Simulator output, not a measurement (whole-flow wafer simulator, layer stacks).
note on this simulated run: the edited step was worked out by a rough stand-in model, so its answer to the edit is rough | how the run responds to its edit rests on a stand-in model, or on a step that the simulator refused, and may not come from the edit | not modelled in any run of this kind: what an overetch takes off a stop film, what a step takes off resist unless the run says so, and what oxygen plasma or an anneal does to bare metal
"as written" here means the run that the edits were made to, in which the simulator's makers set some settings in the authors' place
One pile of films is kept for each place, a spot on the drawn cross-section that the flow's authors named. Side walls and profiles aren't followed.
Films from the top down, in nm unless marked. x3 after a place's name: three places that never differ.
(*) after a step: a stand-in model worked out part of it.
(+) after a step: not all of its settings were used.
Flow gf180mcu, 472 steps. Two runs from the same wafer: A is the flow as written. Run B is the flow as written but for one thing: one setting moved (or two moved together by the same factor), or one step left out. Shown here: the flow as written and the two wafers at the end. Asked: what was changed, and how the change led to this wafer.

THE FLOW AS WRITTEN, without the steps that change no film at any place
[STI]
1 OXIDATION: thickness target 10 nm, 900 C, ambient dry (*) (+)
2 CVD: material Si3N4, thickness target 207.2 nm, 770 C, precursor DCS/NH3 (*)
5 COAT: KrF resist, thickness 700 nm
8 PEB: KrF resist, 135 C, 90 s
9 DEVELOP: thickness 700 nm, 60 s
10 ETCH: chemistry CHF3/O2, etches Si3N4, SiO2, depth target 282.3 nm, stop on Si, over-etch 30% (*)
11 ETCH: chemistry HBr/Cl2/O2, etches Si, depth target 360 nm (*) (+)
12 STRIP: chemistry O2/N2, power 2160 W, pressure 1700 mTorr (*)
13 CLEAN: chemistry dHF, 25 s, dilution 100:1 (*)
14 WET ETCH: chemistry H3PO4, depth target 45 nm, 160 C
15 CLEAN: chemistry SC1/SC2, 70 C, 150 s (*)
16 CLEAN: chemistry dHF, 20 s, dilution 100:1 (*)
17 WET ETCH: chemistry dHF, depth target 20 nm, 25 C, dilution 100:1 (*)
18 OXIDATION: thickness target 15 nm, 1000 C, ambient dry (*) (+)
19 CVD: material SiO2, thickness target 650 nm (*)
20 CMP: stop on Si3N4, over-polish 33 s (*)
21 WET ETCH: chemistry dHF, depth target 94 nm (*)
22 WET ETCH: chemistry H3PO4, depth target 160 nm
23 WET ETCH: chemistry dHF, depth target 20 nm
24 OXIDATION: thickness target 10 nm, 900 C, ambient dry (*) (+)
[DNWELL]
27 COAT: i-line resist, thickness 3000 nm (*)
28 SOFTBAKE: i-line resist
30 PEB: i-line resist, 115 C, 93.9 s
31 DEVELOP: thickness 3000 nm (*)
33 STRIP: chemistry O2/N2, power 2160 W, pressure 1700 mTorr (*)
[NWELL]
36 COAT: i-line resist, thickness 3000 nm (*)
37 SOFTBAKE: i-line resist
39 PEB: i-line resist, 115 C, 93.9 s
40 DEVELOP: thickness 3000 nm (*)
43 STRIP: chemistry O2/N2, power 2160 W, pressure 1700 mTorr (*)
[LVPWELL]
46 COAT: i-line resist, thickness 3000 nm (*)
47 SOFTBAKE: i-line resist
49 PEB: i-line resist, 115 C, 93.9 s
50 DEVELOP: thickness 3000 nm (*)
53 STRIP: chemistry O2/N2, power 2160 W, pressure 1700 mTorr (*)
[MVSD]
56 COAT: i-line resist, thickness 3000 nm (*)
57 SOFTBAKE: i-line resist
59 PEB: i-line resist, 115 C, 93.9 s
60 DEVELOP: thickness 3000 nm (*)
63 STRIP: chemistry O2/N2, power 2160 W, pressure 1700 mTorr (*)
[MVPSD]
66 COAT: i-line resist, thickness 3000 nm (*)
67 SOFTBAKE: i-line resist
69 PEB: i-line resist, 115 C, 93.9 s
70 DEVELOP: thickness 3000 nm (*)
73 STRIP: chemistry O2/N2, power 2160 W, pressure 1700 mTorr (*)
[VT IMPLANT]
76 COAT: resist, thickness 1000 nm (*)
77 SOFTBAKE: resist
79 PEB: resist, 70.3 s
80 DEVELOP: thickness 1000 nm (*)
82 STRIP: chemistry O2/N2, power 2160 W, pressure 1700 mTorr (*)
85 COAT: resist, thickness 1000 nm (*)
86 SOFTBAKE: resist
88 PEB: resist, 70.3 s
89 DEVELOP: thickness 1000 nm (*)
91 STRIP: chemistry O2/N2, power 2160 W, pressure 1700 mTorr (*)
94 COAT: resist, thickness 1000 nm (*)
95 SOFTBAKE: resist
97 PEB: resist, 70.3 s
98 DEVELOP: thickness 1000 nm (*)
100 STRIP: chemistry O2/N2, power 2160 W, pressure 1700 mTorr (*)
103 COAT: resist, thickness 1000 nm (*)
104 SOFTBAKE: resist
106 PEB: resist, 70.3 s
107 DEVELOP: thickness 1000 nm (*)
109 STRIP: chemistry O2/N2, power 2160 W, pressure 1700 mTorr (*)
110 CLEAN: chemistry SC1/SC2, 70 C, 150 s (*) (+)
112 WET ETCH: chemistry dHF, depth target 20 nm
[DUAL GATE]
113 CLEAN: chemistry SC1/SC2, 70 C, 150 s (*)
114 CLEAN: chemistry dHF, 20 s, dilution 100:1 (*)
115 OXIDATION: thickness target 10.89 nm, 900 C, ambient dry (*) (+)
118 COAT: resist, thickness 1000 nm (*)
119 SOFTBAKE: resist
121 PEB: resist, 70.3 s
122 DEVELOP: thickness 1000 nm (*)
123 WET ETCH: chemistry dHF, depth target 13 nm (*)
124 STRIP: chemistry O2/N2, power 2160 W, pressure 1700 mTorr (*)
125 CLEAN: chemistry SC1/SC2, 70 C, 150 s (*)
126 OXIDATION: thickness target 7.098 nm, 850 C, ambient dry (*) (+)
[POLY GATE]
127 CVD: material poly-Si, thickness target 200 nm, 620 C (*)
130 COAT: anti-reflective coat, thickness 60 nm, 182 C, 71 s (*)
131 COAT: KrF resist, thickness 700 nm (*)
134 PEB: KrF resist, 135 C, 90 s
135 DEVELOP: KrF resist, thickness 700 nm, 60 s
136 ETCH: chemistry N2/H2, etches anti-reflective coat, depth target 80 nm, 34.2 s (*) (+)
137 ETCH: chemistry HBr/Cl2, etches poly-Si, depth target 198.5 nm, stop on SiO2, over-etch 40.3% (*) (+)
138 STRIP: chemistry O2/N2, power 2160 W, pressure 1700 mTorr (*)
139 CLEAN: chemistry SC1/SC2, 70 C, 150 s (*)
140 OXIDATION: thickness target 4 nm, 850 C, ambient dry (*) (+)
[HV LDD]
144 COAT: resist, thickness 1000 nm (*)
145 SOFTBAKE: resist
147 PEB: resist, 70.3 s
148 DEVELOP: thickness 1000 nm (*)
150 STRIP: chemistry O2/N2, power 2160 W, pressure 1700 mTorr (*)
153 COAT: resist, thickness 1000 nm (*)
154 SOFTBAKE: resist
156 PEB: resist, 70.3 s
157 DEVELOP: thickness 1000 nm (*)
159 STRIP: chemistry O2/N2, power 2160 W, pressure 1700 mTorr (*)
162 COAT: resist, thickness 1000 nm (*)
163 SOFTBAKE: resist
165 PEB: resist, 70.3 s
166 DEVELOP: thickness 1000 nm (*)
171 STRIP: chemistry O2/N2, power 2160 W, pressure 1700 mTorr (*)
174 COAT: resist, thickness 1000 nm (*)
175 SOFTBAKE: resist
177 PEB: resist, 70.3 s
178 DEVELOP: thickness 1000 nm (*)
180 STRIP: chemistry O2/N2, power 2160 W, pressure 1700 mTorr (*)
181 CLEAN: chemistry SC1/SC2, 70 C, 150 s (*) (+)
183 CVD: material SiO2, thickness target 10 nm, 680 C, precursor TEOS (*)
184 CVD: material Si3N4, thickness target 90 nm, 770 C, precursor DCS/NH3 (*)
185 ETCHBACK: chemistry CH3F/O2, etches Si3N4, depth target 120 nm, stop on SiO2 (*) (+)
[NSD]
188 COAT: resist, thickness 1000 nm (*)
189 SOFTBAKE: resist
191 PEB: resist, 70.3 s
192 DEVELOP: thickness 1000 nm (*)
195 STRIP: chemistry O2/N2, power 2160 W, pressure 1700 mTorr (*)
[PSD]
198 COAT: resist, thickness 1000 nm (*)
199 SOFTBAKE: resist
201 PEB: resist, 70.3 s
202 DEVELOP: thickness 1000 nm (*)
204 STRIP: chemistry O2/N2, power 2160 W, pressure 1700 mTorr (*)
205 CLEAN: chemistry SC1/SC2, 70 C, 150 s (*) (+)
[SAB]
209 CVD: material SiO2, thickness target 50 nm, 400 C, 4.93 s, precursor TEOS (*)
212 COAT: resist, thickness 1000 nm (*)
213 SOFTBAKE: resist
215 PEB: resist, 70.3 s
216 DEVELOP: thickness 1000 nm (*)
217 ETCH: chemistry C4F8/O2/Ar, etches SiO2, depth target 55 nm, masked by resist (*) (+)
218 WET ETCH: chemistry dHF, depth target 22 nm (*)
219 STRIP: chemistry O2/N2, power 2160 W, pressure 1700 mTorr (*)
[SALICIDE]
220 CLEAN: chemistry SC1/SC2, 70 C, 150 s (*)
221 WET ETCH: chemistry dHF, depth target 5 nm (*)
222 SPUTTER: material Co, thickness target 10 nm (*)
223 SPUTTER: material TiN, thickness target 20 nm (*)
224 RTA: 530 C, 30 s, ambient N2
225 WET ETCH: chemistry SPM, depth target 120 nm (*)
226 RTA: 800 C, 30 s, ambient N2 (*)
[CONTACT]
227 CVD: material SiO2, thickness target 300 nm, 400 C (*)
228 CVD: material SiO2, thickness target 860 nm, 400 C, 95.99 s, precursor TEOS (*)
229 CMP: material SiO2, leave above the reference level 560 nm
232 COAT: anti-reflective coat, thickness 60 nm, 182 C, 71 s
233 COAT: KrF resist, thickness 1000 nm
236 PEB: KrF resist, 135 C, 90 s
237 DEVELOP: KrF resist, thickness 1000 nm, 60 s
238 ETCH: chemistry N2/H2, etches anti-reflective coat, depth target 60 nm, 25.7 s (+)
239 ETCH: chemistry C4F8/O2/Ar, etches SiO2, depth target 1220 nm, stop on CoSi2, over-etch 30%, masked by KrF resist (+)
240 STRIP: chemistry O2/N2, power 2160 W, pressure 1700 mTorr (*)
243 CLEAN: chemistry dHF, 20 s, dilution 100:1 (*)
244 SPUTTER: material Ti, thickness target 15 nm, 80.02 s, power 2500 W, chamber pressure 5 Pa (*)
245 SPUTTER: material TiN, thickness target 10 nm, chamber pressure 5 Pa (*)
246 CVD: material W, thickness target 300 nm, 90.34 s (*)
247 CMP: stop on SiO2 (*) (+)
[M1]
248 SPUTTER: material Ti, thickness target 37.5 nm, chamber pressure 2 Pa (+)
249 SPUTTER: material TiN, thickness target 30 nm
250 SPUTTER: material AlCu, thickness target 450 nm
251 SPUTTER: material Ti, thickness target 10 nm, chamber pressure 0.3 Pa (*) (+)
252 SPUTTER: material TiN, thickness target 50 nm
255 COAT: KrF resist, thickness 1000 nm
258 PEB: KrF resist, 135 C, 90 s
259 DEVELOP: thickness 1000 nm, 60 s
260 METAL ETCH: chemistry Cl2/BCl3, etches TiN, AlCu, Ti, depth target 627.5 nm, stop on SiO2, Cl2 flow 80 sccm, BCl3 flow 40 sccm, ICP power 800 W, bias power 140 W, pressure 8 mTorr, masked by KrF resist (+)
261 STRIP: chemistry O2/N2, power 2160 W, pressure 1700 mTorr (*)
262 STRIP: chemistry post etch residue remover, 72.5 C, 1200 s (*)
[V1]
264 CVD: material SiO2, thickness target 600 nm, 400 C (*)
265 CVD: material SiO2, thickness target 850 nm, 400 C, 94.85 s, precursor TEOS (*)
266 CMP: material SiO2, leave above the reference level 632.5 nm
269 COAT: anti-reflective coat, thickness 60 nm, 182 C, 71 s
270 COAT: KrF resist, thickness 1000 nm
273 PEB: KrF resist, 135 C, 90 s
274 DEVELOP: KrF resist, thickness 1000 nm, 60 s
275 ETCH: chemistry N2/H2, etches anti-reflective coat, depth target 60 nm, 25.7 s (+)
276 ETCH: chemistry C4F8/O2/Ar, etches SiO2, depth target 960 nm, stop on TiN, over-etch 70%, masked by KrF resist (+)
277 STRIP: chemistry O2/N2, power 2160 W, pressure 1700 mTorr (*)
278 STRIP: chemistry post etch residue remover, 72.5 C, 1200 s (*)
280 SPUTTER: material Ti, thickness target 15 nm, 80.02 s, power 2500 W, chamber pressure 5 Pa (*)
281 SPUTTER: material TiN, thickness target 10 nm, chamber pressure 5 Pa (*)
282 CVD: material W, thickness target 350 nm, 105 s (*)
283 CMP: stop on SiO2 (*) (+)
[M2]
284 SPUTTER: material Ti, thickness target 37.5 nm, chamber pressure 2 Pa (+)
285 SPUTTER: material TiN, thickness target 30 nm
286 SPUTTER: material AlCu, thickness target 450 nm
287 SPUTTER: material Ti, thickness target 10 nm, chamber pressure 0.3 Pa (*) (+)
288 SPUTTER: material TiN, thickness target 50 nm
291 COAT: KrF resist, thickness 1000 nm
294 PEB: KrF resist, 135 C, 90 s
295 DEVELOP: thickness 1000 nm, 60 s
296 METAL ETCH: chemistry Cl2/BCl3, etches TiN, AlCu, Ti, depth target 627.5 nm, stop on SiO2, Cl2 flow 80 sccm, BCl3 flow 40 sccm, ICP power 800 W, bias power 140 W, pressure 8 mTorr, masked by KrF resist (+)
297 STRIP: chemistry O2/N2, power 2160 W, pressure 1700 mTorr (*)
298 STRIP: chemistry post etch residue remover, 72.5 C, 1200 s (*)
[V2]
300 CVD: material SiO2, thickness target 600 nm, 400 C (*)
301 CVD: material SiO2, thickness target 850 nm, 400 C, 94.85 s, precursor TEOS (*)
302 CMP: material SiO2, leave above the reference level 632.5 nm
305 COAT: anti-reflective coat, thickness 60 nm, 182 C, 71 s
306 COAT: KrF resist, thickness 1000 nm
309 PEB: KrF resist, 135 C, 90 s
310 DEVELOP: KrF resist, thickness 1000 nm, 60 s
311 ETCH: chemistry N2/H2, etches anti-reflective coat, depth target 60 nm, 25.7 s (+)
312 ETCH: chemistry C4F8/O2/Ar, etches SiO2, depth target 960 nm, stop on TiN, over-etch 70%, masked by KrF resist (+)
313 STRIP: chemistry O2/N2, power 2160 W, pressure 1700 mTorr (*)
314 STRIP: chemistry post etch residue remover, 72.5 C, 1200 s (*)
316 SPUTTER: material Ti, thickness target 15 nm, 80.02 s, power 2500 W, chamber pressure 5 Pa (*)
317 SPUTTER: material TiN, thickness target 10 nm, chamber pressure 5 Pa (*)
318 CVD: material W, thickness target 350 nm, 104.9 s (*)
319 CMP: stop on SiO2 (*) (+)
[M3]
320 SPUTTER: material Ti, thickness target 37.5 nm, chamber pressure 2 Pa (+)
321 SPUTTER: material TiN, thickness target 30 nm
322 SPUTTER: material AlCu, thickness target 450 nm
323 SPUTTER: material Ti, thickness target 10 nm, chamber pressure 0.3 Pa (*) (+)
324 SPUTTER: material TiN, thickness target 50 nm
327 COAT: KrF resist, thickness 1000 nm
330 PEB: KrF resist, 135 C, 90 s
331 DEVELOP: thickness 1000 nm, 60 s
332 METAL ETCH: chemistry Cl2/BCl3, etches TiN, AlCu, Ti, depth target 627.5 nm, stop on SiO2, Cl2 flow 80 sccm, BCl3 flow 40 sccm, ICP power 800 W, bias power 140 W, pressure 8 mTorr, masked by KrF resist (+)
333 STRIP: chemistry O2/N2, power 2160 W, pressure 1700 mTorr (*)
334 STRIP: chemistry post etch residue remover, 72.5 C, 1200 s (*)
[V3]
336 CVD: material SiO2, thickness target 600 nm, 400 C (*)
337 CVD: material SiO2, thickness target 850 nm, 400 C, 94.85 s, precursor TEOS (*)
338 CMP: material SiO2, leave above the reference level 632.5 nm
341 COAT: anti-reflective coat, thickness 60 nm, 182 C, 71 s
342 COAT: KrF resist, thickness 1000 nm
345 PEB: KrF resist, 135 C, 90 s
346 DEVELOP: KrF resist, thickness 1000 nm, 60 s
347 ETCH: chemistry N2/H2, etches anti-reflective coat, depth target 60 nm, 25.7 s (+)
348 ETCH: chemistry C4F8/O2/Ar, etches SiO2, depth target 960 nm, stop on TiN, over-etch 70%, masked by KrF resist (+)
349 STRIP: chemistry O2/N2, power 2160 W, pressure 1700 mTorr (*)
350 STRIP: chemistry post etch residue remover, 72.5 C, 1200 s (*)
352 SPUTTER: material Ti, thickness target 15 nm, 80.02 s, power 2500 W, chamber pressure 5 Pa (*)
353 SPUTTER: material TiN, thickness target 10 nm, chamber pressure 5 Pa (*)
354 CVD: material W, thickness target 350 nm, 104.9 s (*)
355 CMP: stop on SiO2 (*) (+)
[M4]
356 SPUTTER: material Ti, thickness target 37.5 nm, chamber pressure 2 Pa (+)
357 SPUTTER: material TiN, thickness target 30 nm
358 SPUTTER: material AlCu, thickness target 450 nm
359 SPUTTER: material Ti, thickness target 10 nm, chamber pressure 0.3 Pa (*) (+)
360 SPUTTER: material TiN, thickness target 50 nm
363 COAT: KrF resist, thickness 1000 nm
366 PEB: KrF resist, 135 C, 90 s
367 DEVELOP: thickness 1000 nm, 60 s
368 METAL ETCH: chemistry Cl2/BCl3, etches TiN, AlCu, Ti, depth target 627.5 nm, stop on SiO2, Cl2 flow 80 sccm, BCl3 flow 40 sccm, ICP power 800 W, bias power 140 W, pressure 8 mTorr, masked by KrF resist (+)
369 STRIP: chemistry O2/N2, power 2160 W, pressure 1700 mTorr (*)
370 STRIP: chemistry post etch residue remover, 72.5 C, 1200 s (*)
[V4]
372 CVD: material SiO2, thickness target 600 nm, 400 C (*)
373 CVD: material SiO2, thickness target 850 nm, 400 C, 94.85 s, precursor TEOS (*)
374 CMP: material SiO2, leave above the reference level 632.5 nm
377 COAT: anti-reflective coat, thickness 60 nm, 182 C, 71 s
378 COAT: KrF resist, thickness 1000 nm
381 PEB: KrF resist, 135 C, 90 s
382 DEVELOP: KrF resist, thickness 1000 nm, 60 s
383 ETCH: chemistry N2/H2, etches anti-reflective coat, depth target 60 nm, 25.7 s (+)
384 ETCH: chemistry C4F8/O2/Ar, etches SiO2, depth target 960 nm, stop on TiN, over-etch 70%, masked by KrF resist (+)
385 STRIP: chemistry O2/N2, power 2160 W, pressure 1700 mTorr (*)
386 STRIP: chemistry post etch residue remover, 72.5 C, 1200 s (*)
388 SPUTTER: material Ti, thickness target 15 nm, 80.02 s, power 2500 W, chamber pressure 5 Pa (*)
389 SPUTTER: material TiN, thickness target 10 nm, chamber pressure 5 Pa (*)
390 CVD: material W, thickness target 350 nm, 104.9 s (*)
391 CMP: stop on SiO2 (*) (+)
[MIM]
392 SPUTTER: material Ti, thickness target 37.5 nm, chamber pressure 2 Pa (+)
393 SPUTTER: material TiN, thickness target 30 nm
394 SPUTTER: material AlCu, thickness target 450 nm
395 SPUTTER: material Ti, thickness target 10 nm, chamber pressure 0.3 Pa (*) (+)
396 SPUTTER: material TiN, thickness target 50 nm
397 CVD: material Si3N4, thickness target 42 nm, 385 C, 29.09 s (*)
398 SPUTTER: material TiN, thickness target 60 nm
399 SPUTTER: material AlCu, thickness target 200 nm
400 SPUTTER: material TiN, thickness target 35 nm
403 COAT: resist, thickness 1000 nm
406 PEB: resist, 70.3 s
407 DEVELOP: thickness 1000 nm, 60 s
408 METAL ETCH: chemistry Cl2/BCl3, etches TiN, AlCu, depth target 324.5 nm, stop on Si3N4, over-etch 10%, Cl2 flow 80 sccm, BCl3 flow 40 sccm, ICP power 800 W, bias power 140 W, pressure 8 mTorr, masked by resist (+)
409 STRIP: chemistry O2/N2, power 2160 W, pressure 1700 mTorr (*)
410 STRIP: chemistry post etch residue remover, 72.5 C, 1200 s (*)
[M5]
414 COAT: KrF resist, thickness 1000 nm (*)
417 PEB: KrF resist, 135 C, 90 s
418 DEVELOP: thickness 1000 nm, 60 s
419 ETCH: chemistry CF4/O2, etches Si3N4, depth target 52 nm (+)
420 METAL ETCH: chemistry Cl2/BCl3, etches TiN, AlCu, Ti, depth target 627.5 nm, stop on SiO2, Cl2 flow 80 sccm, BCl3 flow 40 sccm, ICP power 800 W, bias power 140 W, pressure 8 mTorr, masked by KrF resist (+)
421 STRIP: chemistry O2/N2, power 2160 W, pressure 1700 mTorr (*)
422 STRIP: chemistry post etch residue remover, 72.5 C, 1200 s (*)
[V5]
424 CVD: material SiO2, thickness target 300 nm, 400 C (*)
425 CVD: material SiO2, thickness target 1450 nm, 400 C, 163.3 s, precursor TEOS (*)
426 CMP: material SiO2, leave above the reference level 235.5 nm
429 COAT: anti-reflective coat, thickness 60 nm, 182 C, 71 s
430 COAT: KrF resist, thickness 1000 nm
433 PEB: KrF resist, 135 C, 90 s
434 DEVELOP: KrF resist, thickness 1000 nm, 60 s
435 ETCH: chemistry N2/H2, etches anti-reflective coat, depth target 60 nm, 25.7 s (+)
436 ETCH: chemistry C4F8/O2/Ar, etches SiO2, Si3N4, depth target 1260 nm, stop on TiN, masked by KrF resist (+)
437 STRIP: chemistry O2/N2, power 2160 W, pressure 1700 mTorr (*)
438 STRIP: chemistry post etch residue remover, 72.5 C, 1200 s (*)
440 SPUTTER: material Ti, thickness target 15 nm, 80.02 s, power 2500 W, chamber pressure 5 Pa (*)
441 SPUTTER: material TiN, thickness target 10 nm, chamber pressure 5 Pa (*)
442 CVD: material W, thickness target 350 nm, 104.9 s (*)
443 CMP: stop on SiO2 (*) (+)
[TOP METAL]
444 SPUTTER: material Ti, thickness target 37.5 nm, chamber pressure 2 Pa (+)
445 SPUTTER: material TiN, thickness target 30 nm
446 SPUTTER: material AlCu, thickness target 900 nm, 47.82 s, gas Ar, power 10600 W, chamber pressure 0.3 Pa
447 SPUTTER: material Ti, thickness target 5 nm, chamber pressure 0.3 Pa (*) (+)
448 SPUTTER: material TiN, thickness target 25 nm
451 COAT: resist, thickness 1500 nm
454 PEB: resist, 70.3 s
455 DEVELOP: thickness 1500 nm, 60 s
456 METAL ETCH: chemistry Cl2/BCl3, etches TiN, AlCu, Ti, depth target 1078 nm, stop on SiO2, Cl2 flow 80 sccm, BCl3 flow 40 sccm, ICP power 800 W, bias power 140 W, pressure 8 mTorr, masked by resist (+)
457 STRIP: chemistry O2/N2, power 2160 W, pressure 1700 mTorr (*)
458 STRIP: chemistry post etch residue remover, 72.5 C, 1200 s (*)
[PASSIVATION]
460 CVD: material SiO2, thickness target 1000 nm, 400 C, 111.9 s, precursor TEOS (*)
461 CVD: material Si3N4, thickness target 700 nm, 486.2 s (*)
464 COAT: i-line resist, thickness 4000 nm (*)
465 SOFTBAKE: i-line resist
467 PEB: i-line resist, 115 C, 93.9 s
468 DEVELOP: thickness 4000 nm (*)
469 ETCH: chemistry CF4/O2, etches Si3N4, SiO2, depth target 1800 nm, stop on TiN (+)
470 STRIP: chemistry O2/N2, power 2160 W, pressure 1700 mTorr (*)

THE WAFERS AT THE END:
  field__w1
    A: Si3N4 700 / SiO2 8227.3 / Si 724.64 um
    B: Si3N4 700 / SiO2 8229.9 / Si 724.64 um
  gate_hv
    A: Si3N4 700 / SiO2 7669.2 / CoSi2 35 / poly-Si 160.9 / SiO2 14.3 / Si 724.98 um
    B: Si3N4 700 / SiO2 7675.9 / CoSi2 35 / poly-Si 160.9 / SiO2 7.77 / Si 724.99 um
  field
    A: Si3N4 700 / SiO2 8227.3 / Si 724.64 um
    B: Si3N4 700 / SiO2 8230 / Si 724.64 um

The cause: step 115, OXIDATION: 788 C was run, where the flow has 900 C.

How the change led to this, step by step:
  115 OXIDATION: thickness target 10.89 nm, 900 C, ambient dry (*) (+)
      active, n_well, p_well and 40 more: A SiO2 +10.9 (new film), Si -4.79 | B SiO2 +3.72 (new film), Si -1.64
      sti, mim_1p0, pad and 21 more: A SiO2 +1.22, Si -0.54 | B SiO2 +0.14, Si -0.06
      (and at 25 more places)
  123 WET ETCH: chemistry dHF, depth target 13 nm (*)
      active, n_well, p_well and 12 more: A SiO2 -10.9 (all of it) | B SiO2 -3.72 (all of it)
  126 OXIDATION: thickness target 7.098 nm, 850 C, ambient dry (*) (+)
      gate_hv, active_hv, active_nat and 25 more: A SiO2 +3.72, Si -1.64 | B SiO2 +4.39, Si -1.93
  130 COAT: anti-reflective coat, thickness 60 nm, 182 C, 71 s (*)
      p_well, spacer, sd_n: A anti-reflective coat +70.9 (new film) | B anti-reflective coat +67.1 (new film)
      ldn_fp, ldp_fp: A anti-reflective coat +48.5 (new film) | B anti-reflective coat +47.1 (new film)
      (and at 31 more places)
  136 ETCH: chemistry N2/H2, etches anti-reflective coat, depth target 80 nm, 34.2 s (*) (+)
      p_well, spacer, sd_n: A anti-reflective coat -70.9 (all of it), poly-Si -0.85 | B anti-reflective coat -67.1 (all of it), poly-Si -0.95
      ldn_dft, ldp_dft: A anti-reflective coat -48.7 (all of it), poly-Si -1.42 | B anti-reflective coat -47.4 (all of it), poly-Si -1.45
      (and at 24 more places)
  138 STRIP: chemistry O2/N2, power 2160 W, pressure 1700 mTorr (*)
      gate: A chemical SiO2 +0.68 (new film), KrF resist -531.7 (all of it), anti-reflective coat -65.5 (all of it), poly-Si -0.3 | B chemical SiO2 +0.68 (new film), KrF resist -530.2 (all of it), anti-reflective coat -63.2 (all of it), poly-Si -0.3
      gate_p: A chemical SiO2 +0.68 (new film), KrF resist -530.6 (all of it), anti-reflective coat -65.9 (all of it), poly-Si -0.3 | B chemical SiO2 +0.68 (new film), KrF resist -529.2 (all of it), anti-reflective coat -64.1 (all of it), poly-Si -0.3
      (and at 5 more places)
  145 SOFTBAKE: resist
      active_nat: A resist +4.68 | B resist +8.89
  154 SOFTBAKE: resist
      active_nat: A resist +4.68 | B resist +8.89
  163 SOFTBAKE: resist
      active_nat: A resist +4.68 | B resist +8.89
  175 SOFTBAKE: resist
      active_nat: A resist +4.68 | B resist +8.89
  189 SOFTBAKE: resist
      active_hv: A resist +2.68 | B resist -0.33
  199 SOFTBAKE: resist
      active_hv: A resist +2.68 | B resist -0.33
  218 WET ETCH: chemistry dHF, depth target 22 nm (*)
      ldn_tap, ldn_src, ldn_drn, ldp_tap, ldp_src, ldp_drn, ldp_gr: A SiO2 -16 (all of it) | B SiO2 -9.64 (all of it)
      ld_drn_n, ld_sd_p: A SiO2 -14.8 (all of it) | B SiO2 -8.46 (all of it)
      (and at 5 more places)
  223 SPUTTER: material TiN, thickness target 20 nm (*)
      field__w12: A TiN +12 (new film) | B TiN +12.6 (new film)
      ld_sd_n: A TiN +15.5 (new film) | B TiN +16.1 (new film)
  225 WET ETCH: chemistry SPM, depth target 120 nm (*)
      field__w12: A TiN -12 (all of it), Co -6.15 (all of it) | B TiN -12.6 (all of it), Co -6.15 (all of it)
      ld_sd_n: A TiN -15.5 (all of it) | B TiN -16.1 (all of it)
